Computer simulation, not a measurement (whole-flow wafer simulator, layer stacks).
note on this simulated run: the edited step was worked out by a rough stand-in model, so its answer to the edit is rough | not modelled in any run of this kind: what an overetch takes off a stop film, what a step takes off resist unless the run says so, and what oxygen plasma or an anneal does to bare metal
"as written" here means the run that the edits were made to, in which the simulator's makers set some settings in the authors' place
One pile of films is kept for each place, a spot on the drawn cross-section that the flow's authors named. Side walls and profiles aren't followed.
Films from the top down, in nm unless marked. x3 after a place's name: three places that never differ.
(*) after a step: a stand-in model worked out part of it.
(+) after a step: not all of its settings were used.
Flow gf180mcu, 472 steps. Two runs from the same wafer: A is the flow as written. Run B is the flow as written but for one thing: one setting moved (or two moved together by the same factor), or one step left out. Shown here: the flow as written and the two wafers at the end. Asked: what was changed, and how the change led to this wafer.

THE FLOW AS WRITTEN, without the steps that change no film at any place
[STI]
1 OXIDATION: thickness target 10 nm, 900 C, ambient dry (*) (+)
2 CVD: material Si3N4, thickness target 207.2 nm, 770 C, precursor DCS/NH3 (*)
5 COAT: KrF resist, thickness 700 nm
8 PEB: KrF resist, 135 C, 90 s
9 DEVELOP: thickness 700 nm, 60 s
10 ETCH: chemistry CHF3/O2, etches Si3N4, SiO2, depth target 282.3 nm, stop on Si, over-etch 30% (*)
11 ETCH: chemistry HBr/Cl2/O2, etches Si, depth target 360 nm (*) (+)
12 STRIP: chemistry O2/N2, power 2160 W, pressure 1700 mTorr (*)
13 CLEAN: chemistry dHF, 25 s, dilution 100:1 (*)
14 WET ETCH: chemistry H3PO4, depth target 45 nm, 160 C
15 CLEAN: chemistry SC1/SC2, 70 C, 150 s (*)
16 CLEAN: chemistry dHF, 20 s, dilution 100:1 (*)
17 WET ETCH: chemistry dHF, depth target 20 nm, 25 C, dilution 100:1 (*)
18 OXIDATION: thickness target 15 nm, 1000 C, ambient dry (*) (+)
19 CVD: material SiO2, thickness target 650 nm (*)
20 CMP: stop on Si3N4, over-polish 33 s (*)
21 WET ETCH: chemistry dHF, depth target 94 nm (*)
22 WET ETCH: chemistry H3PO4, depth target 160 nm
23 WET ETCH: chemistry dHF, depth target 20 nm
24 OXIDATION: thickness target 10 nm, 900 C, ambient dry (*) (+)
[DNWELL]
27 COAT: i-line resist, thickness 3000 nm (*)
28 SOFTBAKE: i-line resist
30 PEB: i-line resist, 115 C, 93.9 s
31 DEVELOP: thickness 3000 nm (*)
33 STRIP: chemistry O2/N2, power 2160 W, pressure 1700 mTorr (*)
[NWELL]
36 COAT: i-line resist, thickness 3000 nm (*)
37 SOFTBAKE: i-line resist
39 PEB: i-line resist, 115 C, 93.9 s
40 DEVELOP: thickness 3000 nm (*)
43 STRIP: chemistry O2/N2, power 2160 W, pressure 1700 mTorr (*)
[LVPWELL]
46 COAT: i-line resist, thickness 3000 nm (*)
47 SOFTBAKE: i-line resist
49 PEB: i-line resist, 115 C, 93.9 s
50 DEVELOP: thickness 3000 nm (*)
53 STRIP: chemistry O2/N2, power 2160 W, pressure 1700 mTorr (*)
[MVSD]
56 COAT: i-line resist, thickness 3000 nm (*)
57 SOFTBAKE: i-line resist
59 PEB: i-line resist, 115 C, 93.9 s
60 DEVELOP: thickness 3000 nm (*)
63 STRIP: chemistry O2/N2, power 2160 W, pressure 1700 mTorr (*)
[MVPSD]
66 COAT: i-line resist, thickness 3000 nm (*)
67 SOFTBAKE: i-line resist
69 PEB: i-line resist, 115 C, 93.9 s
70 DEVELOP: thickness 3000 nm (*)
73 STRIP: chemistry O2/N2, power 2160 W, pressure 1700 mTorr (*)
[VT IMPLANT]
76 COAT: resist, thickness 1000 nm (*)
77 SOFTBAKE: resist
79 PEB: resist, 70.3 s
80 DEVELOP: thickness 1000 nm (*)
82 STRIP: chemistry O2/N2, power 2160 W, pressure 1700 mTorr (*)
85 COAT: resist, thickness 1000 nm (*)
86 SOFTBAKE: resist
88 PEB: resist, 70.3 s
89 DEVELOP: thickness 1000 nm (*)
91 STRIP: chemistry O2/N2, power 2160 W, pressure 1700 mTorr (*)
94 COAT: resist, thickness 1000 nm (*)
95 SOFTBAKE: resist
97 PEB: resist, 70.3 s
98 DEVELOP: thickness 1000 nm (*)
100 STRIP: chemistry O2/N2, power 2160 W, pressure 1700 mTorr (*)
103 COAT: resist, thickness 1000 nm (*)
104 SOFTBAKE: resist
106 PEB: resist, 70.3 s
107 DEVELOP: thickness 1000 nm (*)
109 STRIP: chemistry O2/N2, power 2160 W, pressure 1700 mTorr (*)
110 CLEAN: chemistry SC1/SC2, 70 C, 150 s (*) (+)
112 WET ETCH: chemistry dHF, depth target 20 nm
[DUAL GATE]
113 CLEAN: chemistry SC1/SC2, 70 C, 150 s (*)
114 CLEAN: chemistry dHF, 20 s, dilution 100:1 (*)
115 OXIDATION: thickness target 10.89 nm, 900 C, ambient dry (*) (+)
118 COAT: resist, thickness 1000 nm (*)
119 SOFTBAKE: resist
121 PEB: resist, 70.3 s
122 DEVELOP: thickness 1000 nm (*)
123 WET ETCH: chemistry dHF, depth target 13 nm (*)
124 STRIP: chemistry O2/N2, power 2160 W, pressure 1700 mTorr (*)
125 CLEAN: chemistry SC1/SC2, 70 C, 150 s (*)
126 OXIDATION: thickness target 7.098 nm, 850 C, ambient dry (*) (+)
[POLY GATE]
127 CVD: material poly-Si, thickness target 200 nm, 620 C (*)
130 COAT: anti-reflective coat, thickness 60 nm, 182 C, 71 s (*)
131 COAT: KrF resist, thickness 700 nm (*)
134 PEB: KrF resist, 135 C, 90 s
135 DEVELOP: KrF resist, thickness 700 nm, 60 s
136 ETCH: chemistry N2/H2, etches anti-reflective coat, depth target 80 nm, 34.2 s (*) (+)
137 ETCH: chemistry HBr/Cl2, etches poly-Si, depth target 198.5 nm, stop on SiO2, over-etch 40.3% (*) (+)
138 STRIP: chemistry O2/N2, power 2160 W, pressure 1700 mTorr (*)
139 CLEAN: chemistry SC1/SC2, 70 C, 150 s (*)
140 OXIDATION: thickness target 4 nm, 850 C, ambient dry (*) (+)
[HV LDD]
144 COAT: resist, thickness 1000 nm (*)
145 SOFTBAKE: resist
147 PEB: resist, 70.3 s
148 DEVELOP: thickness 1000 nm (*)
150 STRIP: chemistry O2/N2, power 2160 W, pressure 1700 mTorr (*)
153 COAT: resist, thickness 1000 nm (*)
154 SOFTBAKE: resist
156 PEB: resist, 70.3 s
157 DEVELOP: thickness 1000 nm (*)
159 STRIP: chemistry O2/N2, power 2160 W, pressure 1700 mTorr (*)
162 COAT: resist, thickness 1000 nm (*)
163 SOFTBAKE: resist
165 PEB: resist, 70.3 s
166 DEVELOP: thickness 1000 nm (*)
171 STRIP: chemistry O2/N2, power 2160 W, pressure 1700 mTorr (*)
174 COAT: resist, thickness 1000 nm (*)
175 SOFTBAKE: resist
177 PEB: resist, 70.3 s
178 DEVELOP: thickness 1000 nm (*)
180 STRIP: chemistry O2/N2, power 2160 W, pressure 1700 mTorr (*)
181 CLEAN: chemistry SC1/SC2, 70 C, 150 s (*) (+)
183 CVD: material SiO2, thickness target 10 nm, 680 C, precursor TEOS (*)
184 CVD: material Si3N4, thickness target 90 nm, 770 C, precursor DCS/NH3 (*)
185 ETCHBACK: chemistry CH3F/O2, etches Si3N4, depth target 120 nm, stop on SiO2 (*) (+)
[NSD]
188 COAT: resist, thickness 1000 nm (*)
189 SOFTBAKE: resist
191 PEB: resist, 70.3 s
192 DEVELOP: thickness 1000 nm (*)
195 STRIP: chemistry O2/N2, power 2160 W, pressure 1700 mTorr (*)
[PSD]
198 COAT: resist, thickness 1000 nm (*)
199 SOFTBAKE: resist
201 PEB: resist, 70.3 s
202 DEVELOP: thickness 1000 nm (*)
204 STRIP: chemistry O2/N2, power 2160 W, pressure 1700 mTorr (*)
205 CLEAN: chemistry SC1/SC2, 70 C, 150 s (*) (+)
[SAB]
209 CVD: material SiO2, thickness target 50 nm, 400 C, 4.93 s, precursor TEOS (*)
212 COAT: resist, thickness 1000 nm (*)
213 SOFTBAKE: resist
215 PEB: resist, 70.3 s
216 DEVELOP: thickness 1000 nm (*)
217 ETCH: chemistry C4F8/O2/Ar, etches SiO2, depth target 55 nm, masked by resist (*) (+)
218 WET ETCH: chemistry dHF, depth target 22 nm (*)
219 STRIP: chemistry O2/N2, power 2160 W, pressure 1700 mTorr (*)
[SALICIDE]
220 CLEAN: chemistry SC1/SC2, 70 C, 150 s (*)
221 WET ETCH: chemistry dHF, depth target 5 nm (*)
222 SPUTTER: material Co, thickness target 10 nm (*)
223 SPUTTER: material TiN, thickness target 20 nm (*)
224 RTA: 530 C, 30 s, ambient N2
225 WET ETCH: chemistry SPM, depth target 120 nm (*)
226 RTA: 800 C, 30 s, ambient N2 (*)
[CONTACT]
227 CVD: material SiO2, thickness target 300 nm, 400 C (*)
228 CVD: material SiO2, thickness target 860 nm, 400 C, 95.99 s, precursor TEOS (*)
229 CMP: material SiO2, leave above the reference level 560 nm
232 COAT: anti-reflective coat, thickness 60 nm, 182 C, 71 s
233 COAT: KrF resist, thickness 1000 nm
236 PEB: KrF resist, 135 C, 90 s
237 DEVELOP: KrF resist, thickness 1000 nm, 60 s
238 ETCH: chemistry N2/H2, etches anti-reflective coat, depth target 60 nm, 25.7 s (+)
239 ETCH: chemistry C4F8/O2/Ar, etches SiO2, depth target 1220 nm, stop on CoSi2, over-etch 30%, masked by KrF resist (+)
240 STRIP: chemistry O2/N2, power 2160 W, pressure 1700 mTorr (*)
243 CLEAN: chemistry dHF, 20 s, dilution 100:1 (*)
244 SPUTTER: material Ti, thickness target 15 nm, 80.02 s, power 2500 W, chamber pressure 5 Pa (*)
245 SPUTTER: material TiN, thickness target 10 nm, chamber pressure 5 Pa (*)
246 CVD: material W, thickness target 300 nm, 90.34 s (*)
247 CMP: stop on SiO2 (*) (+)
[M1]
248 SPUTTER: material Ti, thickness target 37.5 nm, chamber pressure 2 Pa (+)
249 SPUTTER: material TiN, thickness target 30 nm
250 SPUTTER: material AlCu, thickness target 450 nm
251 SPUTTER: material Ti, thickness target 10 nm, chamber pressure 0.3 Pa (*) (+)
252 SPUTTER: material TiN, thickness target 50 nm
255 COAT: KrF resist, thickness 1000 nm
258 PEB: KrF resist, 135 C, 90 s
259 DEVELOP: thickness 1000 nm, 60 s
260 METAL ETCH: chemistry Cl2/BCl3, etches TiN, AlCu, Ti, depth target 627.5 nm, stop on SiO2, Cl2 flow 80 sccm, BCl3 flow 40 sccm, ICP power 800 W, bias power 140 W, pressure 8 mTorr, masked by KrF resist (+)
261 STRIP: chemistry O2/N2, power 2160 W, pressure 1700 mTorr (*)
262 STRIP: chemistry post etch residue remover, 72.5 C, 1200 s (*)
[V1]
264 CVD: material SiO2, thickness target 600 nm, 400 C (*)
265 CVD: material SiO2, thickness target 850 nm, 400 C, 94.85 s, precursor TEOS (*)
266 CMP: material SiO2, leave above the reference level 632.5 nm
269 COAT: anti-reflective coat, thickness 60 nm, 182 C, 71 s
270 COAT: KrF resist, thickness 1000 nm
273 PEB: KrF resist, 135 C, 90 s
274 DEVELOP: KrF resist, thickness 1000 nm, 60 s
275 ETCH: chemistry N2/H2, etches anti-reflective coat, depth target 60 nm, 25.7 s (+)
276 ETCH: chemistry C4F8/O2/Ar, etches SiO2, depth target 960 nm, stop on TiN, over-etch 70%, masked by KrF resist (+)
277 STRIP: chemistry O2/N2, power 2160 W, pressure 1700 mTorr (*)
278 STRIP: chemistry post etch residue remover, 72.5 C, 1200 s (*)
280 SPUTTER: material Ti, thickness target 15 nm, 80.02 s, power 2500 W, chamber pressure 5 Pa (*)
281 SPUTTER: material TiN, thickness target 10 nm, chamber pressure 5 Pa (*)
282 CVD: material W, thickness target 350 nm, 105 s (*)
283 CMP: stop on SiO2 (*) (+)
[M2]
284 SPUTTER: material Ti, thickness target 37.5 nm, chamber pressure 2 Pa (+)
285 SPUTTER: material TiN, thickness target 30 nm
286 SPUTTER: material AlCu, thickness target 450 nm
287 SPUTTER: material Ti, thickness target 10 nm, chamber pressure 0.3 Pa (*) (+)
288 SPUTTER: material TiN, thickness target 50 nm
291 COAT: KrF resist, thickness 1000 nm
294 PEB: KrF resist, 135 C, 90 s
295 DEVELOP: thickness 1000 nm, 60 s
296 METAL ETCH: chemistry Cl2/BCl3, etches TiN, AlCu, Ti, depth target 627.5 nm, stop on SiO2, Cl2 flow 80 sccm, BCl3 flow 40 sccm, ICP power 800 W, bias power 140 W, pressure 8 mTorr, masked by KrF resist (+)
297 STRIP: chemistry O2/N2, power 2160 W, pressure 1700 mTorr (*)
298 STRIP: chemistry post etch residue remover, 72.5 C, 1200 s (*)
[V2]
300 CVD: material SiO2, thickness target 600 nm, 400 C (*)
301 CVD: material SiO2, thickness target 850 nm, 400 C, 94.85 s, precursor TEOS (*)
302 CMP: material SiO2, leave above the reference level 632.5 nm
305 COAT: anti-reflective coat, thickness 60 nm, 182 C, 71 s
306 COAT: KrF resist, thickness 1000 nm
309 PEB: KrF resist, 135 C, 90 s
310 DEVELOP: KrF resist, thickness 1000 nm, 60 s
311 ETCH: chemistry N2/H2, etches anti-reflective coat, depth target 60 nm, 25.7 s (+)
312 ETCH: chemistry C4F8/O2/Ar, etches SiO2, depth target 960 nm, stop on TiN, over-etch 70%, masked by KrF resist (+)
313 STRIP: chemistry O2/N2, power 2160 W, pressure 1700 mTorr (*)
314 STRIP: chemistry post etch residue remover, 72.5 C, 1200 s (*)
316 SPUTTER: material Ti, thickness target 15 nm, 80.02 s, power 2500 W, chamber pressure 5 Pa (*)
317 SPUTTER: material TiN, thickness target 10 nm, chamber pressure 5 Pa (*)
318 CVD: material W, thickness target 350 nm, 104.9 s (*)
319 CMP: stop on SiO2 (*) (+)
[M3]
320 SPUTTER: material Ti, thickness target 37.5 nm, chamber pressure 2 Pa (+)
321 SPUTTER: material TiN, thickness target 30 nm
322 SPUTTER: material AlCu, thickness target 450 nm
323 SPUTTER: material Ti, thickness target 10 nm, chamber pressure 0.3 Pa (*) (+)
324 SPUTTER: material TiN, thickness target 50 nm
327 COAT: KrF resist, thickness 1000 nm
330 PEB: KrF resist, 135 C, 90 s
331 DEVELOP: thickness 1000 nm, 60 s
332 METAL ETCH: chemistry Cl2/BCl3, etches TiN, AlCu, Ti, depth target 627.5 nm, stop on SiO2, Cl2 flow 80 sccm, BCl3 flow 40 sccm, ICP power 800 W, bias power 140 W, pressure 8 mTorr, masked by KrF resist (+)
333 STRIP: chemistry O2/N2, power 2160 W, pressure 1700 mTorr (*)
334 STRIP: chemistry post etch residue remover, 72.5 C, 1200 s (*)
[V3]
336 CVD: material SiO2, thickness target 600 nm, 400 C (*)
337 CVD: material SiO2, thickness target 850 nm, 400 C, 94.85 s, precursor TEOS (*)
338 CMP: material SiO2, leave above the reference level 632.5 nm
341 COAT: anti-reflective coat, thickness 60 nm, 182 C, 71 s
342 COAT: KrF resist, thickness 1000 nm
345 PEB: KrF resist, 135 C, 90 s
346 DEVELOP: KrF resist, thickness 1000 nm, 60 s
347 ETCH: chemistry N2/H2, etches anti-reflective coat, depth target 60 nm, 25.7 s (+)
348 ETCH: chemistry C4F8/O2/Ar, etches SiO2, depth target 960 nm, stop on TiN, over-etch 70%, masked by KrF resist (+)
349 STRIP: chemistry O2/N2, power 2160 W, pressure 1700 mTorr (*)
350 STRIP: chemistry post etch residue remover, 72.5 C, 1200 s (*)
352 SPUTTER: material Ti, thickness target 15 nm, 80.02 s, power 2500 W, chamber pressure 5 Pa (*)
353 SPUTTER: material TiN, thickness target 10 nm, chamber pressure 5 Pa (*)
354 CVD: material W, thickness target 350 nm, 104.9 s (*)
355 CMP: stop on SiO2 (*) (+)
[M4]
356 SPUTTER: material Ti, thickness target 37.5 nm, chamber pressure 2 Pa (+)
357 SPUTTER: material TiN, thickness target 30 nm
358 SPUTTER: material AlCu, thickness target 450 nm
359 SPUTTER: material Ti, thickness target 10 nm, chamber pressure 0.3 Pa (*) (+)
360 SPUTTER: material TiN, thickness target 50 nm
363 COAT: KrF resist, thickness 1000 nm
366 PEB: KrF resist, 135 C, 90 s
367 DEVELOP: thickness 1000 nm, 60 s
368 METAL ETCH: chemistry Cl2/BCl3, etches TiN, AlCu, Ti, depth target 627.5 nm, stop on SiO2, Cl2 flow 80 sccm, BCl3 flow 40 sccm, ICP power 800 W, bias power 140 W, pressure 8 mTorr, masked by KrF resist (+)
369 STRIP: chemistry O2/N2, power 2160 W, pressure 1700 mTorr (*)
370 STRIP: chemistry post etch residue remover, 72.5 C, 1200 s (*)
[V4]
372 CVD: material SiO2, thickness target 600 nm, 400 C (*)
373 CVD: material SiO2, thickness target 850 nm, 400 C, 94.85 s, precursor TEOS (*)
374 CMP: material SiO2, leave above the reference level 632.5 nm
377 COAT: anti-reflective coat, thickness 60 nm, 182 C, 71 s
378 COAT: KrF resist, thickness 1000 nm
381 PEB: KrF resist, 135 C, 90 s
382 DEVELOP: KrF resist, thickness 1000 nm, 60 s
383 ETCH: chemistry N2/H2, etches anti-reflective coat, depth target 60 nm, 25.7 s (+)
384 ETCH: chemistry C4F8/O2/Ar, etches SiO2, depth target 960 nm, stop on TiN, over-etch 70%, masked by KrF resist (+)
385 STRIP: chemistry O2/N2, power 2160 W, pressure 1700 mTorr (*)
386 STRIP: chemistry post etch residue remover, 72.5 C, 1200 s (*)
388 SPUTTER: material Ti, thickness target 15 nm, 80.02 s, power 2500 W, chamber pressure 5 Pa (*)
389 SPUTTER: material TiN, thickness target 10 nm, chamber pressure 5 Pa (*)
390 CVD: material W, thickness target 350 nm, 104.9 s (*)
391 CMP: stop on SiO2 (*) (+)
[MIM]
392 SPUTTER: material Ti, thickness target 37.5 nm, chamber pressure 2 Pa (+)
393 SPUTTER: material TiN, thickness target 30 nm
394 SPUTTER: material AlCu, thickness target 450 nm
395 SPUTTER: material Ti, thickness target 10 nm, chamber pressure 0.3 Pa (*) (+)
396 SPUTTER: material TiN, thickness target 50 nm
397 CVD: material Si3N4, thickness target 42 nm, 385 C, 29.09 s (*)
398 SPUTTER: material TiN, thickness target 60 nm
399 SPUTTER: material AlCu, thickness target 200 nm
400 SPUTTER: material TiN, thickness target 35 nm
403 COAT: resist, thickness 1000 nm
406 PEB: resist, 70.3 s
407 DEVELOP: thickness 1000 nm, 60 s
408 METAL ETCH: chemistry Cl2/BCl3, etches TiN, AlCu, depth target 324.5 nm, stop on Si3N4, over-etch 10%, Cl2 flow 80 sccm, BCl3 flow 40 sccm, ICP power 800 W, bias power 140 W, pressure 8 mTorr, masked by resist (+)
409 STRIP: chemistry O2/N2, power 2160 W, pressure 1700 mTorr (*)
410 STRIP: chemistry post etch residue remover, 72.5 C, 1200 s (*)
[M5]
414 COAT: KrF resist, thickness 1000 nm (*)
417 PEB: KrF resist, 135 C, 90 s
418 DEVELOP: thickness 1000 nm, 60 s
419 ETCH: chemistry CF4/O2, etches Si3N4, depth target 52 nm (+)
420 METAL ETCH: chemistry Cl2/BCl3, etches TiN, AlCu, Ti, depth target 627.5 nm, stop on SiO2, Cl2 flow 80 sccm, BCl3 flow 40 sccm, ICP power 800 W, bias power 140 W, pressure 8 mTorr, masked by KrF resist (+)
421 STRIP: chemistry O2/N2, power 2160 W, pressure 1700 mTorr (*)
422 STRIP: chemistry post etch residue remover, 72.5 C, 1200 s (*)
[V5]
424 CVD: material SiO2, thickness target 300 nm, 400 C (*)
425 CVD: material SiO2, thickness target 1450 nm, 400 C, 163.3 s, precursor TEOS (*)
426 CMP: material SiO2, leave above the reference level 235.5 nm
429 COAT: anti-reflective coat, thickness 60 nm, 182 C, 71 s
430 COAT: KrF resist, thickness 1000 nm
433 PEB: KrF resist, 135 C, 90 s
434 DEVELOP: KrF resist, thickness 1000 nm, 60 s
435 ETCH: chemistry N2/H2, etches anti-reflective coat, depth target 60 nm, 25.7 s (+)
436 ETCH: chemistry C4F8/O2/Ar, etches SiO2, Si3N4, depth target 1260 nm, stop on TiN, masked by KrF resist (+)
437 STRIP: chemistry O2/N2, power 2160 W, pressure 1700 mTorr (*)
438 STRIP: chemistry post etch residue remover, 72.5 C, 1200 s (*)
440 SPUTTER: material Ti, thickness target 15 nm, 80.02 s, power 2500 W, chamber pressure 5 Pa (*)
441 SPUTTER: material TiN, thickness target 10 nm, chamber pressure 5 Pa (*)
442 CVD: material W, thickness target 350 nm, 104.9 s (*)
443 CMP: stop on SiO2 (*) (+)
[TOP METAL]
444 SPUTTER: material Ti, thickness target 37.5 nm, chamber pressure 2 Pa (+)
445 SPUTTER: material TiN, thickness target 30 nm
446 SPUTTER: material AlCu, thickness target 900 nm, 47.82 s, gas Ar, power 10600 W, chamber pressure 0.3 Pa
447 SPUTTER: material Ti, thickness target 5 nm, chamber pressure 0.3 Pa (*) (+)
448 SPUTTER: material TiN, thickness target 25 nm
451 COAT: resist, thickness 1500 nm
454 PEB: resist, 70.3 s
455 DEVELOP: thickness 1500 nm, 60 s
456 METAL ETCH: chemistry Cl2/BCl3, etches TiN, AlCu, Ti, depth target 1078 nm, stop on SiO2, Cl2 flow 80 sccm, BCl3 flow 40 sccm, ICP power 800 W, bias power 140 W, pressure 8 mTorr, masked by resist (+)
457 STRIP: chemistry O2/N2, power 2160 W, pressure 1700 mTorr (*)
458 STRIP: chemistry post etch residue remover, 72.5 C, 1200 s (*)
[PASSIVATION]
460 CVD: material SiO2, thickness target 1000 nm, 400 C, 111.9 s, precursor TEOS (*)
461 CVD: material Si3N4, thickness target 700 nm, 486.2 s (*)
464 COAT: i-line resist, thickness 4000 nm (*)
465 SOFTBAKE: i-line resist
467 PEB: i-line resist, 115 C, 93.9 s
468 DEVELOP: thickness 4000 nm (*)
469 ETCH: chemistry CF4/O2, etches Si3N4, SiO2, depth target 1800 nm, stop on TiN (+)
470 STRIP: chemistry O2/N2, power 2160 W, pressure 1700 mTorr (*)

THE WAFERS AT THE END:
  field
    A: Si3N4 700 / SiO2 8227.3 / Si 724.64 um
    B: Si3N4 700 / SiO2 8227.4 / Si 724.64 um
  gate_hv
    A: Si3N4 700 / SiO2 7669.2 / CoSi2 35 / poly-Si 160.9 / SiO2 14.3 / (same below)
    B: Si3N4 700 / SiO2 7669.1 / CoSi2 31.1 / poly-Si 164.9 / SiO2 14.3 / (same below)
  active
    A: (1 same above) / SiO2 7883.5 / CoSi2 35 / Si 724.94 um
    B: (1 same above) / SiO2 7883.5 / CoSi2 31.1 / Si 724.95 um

The cause: step 222, SPUTTER: thickness target 8.9 nm was run, where the flow has thickness target 10 nm.

How the change led to this, step by step:
  222 SPUTTER: material Co, thickness target 10 nm (*)
      field, field__w7, field__w8 and 71 more: A Co +10 (new film) | B Co +8.9 (new film)
      field__w2, mim: A Co +8.65 (new film) | B Co +7.7 (new film)
      (and at 35 more places)
  224 RTA: 530 C, 30 s, ambient N2
      gate, gate_hv, gate_p and 22 more: A under 1 film: CoSi +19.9 (new film), Co -10 (all of it), poly-Si -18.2 | B under 1 film: CoSi +17.7 (new film), Co -8.9 (all of it), poly-Si -16.2
      active, p_well, sd_n and 11 more: A under 1 film: CoSi +19.9 (new film), Co -10 (all of it), Si -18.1 | B under 1 film: CoSi +17.7 (new film), Co -8.9 (all of it), Si -16.1
      (and at 10 more places)
  225 WET ETCH: chemistry SPM, depth target 120 nm (*)
      field, field__w7, field__w8 and 32 more: A TiN -20 (all of it), Co -10 (all of it) | B TiN -20 (all of it), Co -8.9 (all of it)
      field_sub__w3, nw_enc_fld_lv__w4: A TiN -19.8 (all of it), Co -9.91 (all of it) | B TiN -19.8 (all of it), Co -8.82 (all of it)
      (and at 25 more places)
  226 RTA: 800 C, 30 s, ambient N2 (*)
      gate, gate_hv, gate_p and 22 more: A CoSi2 +35 (new film), CoSi -19.9 (all of it), poly-Si -18.2 | B CoSi2 +31.1 (new film), CoSi -17.7 (all of it), poly-Si -16.2
      active, p_well, sd_n and 11 more: A CoSi2 +35 (new film), CoSi -19.9 (all of it), Si -18.1 | B CoSi2 +31.1 (new film), CoSi -17.7 (all of it), Si -16.1
      (and at 10 more places)
